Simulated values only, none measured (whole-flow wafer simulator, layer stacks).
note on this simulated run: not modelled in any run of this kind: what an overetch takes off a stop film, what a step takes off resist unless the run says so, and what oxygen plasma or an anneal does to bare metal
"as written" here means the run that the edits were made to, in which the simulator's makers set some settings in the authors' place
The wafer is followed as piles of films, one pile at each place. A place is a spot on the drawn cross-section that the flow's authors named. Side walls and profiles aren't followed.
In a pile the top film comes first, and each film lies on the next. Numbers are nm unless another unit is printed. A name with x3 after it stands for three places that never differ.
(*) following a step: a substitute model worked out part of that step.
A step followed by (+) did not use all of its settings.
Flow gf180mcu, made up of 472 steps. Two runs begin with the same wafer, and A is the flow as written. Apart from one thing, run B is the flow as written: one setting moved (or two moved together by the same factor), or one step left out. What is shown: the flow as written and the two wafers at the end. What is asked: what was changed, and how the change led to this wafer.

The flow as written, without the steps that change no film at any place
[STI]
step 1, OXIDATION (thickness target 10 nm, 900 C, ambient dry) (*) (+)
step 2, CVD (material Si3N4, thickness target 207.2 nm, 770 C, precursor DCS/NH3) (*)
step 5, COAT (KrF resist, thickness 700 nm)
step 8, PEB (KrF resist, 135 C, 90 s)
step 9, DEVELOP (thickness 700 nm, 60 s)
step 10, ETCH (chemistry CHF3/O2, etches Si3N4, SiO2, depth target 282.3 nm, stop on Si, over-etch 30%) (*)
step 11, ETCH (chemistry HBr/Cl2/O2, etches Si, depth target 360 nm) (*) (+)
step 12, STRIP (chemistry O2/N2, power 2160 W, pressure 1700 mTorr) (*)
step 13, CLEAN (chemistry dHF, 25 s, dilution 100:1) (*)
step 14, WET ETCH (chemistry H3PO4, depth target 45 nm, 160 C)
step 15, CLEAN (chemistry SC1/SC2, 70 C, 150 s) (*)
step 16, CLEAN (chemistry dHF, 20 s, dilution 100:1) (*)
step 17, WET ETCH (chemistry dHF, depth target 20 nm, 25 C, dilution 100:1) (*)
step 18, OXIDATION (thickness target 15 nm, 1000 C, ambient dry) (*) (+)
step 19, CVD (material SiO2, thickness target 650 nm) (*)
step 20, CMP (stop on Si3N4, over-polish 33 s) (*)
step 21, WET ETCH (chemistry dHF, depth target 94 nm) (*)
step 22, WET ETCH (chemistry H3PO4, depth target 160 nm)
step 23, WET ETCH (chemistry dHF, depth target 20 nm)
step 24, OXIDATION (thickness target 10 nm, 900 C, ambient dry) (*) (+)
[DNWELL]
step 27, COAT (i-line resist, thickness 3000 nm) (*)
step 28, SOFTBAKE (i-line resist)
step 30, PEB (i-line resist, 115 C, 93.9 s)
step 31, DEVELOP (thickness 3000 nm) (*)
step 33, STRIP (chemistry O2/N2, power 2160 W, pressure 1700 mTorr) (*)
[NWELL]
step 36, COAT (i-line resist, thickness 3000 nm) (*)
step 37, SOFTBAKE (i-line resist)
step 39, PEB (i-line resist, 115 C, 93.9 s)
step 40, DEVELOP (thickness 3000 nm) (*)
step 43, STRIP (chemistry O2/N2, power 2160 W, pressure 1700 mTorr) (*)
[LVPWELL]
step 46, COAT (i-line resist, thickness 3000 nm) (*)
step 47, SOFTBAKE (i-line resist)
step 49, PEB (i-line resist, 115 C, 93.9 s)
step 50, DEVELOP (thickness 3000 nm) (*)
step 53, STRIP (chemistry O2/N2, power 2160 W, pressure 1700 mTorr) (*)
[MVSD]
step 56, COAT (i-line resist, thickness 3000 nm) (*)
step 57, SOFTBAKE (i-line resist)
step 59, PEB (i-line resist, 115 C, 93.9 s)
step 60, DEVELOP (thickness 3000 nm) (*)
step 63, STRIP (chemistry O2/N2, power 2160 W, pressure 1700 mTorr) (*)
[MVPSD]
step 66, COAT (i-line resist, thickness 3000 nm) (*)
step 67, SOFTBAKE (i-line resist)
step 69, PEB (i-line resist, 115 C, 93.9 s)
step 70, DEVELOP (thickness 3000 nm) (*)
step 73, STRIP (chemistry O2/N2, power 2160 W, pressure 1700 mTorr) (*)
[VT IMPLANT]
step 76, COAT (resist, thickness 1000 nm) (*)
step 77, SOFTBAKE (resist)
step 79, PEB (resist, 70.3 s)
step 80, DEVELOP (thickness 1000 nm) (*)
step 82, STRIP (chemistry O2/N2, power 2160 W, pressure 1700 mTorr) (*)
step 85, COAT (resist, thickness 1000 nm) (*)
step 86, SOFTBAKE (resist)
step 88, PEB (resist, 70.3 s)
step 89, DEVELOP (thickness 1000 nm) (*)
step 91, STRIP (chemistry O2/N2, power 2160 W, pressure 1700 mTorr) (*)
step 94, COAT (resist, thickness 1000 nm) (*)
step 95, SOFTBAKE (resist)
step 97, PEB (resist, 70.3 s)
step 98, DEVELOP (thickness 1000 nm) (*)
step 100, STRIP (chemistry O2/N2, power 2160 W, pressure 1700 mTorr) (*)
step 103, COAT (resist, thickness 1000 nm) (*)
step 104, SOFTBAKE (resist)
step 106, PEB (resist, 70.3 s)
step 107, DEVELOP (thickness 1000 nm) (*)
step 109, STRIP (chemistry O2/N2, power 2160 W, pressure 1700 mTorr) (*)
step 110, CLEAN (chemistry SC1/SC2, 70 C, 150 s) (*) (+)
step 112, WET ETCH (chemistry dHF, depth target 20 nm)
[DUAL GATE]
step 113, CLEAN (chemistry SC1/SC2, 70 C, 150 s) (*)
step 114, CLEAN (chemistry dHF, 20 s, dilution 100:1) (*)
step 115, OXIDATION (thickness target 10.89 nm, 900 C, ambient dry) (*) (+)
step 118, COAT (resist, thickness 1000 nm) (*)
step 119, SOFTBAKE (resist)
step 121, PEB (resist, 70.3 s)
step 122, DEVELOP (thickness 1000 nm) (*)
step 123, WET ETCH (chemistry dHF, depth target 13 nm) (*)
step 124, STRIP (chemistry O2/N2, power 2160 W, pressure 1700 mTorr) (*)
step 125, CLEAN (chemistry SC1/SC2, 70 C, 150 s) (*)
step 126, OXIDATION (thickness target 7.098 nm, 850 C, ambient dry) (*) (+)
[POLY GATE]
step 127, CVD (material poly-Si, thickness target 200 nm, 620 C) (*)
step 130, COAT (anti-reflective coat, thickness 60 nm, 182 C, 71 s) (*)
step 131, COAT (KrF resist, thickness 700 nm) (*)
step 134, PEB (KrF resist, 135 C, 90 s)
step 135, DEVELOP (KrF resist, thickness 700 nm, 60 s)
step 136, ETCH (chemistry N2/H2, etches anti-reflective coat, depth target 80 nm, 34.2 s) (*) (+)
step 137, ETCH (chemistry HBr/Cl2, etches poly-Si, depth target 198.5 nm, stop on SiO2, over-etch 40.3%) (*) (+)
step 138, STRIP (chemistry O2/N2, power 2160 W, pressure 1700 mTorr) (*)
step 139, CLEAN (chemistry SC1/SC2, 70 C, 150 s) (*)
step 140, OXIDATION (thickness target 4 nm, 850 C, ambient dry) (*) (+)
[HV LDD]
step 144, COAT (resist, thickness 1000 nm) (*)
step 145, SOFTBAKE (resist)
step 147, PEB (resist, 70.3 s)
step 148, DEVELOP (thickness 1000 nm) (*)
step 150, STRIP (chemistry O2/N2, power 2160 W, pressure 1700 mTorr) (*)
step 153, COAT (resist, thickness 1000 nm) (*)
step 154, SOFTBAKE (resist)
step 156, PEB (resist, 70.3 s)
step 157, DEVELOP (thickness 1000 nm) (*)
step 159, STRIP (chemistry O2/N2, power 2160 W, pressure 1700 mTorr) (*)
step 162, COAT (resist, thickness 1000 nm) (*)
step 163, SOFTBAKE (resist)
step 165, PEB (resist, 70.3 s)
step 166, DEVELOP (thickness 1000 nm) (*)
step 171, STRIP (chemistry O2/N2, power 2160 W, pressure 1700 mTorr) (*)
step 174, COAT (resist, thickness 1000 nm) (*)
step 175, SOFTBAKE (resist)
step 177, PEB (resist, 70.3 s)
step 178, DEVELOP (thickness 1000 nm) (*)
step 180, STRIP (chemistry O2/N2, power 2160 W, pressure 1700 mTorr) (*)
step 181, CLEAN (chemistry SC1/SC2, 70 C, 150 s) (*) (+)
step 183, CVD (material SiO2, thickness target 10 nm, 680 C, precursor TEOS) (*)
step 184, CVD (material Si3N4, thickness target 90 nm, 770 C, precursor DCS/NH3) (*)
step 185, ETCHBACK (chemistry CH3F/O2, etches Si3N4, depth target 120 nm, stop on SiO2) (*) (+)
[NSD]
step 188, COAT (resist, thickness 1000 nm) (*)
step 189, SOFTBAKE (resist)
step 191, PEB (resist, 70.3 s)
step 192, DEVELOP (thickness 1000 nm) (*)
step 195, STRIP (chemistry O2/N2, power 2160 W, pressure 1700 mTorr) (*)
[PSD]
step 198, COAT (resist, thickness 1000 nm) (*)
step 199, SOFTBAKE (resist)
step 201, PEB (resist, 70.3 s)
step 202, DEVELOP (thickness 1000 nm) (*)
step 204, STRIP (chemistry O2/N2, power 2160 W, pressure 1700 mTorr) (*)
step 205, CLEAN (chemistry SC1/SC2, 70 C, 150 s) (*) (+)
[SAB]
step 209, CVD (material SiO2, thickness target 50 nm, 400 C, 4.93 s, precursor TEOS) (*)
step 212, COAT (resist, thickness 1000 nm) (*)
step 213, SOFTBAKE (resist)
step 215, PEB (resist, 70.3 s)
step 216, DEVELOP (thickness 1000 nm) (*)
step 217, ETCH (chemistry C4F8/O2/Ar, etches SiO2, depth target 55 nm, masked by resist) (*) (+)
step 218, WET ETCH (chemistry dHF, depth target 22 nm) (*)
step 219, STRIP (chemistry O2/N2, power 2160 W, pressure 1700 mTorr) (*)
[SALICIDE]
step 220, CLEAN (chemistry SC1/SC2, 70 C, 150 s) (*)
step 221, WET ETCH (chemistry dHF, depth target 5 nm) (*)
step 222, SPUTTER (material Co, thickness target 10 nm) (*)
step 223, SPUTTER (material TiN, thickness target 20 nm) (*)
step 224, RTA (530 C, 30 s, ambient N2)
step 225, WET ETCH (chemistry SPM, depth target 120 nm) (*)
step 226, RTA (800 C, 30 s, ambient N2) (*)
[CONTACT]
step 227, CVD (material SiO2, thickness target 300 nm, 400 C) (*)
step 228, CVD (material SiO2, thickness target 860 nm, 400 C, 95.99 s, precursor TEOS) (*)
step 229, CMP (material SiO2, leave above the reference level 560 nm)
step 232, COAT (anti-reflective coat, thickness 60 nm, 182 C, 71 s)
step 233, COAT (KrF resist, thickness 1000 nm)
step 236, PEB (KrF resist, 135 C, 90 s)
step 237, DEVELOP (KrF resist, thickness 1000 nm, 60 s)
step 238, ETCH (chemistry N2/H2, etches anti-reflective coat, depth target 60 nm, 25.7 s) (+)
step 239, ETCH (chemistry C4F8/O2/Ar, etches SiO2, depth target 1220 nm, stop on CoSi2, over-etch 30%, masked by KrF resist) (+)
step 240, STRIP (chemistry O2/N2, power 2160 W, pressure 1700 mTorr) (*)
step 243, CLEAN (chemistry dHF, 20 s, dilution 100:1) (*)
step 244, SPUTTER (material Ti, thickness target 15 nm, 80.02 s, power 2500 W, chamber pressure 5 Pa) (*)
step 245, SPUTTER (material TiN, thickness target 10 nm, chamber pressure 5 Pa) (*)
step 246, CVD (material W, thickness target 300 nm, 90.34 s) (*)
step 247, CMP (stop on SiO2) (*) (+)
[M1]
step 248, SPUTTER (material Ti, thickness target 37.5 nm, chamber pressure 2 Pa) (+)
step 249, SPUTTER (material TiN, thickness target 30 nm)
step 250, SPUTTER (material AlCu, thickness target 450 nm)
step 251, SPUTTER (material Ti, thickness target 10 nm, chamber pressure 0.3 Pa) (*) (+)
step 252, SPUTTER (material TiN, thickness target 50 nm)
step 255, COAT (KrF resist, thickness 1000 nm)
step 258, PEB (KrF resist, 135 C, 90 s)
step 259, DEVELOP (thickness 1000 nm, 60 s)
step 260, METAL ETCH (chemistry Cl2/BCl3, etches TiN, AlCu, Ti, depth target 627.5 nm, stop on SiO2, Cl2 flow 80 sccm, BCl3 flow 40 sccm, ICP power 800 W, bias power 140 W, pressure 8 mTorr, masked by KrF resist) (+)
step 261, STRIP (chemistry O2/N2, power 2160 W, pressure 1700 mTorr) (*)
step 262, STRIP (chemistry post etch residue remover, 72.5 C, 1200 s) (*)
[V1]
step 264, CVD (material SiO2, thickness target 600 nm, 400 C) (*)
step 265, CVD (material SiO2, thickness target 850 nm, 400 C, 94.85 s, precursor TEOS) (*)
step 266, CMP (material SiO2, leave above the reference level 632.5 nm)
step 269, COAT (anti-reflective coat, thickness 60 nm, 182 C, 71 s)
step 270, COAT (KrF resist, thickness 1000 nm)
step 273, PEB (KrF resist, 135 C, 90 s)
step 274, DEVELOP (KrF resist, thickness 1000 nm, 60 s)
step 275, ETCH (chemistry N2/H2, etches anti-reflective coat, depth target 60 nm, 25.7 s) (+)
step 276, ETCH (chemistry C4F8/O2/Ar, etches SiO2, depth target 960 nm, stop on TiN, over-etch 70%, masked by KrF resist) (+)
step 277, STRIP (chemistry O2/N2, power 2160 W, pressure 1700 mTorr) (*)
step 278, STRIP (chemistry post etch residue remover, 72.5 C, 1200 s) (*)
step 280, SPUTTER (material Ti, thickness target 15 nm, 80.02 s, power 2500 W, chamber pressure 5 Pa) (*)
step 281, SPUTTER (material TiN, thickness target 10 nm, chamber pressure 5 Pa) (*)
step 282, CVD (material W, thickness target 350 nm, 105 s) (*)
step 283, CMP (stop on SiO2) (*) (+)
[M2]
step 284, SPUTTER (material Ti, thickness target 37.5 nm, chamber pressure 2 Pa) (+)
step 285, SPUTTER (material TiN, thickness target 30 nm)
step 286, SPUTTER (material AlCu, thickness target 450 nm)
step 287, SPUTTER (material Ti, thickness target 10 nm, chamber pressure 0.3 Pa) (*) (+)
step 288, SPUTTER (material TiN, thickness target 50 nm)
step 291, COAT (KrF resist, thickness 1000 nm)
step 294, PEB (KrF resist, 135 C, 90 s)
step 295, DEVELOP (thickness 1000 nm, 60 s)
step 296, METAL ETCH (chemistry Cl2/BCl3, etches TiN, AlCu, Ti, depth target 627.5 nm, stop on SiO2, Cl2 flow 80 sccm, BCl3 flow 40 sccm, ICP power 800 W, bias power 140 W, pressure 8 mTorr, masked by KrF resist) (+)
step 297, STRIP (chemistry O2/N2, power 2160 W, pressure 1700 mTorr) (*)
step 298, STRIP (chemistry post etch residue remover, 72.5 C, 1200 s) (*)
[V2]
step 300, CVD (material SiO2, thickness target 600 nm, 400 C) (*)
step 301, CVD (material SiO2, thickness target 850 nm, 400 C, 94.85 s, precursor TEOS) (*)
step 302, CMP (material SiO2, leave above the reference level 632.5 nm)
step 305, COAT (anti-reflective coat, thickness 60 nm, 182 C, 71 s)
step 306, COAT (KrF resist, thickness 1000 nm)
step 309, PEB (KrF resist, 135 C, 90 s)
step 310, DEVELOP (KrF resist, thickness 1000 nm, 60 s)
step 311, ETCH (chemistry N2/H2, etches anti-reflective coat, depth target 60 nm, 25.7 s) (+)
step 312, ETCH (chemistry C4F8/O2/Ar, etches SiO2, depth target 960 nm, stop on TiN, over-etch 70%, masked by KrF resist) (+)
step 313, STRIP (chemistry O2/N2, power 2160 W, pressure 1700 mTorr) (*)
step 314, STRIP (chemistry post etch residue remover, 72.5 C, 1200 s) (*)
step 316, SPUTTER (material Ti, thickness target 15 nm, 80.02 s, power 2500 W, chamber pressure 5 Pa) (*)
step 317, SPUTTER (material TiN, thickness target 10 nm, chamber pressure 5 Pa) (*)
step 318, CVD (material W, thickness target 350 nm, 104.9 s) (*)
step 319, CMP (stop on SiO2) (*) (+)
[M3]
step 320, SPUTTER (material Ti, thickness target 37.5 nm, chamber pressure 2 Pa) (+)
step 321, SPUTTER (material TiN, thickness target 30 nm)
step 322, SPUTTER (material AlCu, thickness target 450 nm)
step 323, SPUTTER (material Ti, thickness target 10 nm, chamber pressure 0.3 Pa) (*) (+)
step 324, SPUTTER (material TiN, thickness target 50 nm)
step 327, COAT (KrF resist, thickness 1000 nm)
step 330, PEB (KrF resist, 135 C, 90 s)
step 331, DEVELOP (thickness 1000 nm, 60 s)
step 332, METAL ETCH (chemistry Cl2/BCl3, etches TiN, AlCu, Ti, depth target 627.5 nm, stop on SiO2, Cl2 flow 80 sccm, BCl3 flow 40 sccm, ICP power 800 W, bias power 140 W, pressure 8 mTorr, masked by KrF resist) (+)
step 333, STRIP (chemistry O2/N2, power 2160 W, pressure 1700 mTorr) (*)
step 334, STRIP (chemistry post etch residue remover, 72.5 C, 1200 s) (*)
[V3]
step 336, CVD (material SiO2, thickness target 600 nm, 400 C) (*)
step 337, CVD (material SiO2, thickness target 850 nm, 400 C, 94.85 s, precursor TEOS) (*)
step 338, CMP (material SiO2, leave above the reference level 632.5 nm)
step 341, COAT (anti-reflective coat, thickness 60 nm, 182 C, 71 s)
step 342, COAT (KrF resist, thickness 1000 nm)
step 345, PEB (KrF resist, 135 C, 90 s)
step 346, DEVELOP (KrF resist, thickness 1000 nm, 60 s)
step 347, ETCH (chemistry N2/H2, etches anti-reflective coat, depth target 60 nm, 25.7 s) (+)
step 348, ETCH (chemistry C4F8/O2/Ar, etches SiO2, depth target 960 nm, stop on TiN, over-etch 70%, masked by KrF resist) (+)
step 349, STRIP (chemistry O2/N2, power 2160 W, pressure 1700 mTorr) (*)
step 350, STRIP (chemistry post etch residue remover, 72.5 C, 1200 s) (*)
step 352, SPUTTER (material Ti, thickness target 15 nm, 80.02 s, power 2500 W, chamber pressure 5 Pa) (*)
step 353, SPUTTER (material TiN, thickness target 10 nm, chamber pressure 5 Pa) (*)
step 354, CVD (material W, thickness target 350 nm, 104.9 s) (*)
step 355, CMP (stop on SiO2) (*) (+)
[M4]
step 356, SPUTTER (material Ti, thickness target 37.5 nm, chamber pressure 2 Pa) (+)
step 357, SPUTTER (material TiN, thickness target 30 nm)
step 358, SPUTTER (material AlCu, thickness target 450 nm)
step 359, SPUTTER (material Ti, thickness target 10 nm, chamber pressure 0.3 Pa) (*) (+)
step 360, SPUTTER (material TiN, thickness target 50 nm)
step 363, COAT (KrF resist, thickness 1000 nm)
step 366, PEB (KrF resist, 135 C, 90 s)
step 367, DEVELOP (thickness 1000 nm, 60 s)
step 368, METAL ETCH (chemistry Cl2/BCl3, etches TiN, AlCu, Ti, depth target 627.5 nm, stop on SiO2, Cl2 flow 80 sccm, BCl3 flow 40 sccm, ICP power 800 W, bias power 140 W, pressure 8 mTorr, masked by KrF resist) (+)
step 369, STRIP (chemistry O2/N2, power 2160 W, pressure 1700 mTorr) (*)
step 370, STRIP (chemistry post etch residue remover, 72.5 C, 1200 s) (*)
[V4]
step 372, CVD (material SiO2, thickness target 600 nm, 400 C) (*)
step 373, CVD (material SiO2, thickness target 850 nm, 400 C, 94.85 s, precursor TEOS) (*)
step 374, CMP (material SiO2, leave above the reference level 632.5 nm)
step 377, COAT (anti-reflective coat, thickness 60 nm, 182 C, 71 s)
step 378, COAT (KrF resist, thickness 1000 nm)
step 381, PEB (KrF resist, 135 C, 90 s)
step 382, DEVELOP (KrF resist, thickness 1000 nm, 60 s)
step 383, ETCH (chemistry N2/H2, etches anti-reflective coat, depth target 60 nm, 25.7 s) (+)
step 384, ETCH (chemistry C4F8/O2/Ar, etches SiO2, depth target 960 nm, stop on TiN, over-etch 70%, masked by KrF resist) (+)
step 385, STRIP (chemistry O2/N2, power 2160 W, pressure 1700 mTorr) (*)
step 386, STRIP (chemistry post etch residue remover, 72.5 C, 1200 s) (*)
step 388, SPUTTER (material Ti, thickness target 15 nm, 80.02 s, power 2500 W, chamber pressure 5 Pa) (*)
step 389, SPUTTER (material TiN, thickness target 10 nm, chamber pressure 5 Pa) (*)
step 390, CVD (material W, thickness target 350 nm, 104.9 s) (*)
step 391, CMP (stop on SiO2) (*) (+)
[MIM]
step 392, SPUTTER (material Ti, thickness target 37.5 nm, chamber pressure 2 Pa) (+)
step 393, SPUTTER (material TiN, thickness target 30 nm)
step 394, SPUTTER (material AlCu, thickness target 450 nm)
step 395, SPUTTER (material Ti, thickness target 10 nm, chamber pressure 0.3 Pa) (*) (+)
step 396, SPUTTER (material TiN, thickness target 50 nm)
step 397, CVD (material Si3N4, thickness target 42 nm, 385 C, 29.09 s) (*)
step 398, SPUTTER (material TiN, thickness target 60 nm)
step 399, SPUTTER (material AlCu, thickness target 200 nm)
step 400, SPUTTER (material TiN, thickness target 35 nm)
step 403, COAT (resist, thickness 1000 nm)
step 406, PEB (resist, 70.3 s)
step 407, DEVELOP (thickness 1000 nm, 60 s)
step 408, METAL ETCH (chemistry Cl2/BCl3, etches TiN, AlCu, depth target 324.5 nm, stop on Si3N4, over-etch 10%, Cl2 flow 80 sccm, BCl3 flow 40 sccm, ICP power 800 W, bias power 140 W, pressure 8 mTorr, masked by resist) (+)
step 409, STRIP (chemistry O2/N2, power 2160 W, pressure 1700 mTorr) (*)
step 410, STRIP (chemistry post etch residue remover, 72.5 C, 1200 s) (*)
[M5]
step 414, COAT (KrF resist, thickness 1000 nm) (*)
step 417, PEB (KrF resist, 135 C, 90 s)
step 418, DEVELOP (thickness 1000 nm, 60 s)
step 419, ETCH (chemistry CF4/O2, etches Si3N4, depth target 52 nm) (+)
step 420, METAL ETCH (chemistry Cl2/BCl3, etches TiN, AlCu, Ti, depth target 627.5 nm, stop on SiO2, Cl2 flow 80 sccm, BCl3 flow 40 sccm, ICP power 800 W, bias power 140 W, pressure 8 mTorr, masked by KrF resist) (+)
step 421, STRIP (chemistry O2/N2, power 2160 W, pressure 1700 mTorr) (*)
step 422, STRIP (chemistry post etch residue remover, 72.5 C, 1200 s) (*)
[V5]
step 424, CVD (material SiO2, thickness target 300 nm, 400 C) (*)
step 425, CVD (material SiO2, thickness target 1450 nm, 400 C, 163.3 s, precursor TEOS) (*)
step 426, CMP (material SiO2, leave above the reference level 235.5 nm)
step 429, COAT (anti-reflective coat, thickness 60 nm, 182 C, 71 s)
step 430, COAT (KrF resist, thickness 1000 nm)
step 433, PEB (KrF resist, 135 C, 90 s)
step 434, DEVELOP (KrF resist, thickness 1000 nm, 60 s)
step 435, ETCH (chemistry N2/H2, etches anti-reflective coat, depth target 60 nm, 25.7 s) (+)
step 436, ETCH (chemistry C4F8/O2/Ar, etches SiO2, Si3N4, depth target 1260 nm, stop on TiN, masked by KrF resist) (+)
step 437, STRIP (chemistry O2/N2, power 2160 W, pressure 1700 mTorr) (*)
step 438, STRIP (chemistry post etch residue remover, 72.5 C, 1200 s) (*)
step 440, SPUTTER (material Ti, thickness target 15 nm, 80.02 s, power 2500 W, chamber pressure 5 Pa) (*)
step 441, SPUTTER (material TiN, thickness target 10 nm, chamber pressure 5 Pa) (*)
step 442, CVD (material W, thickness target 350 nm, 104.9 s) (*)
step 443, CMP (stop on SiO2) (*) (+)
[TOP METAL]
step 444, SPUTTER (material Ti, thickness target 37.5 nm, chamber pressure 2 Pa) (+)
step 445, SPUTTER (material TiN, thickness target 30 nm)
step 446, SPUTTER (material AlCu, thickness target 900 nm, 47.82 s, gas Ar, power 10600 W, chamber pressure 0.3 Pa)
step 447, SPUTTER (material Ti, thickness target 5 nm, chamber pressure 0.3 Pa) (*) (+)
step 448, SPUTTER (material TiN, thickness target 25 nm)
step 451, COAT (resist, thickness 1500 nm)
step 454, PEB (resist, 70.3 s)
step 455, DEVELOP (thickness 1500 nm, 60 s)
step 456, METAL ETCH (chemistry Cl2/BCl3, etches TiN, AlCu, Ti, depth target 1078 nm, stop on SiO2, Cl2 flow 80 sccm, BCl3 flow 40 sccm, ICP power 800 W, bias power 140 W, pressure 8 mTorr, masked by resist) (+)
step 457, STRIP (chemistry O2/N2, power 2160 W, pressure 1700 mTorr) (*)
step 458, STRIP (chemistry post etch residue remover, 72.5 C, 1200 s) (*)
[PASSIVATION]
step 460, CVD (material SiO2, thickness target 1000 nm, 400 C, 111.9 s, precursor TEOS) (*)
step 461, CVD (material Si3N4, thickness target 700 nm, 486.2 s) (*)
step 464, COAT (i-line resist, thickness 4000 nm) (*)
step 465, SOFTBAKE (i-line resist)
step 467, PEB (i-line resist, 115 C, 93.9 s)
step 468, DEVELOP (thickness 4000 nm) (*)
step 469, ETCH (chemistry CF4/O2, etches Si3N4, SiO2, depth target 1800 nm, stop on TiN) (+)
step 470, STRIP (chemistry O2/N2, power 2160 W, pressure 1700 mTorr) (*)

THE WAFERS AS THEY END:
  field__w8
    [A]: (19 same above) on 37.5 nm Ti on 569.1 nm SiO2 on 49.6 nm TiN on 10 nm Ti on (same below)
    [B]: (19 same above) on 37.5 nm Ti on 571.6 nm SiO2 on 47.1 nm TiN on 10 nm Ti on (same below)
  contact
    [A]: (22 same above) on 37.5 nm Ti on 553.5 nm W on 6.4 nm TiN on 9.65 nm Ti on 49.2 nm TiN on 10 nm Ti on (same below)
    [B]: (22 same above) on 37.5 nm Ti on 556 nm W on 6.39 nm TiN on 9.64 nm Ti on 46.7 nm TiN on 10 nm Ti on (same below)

What caused this: step 324, SPUTTER: thickness target 47.5 nm was run, while the flow as written has thickness target 50 nm.

How this came from the change, step by step:
  step 324, SPUTTER (material TiN, thickness target 50 nm)
      field, field__w1, field__w2 and 108 more: A TiN gains 50 (new film) | B TiN gains 47.5 (new film)
  step 332, METAL ETCH (chemistry Cl2/BCl3, etches TiN, AlCu, Ti, depth target 627.5 nm, stop on SiO2, Cl2 flow 80 sccm, BCl3 flow 40 sccm, ICP power 800 W, bias power 140 W, pressure 8 mTorr, masked by KrF resist) (+)
      field, field__w1, field__w2 and 103 more: A TiN loses 50 (all of it), Ti loses 10 (all of it), AlCu loses 450 (all of it), TiN loses 30 (all of it), Ti loses 37.5 (all of it) | B TiN loses 47.5 (all of it), Ti loses 10 (all of it), AlCu loses 450 (all of it), TiN loses 30 (all of it), Ti loses 37.5 (all of it)
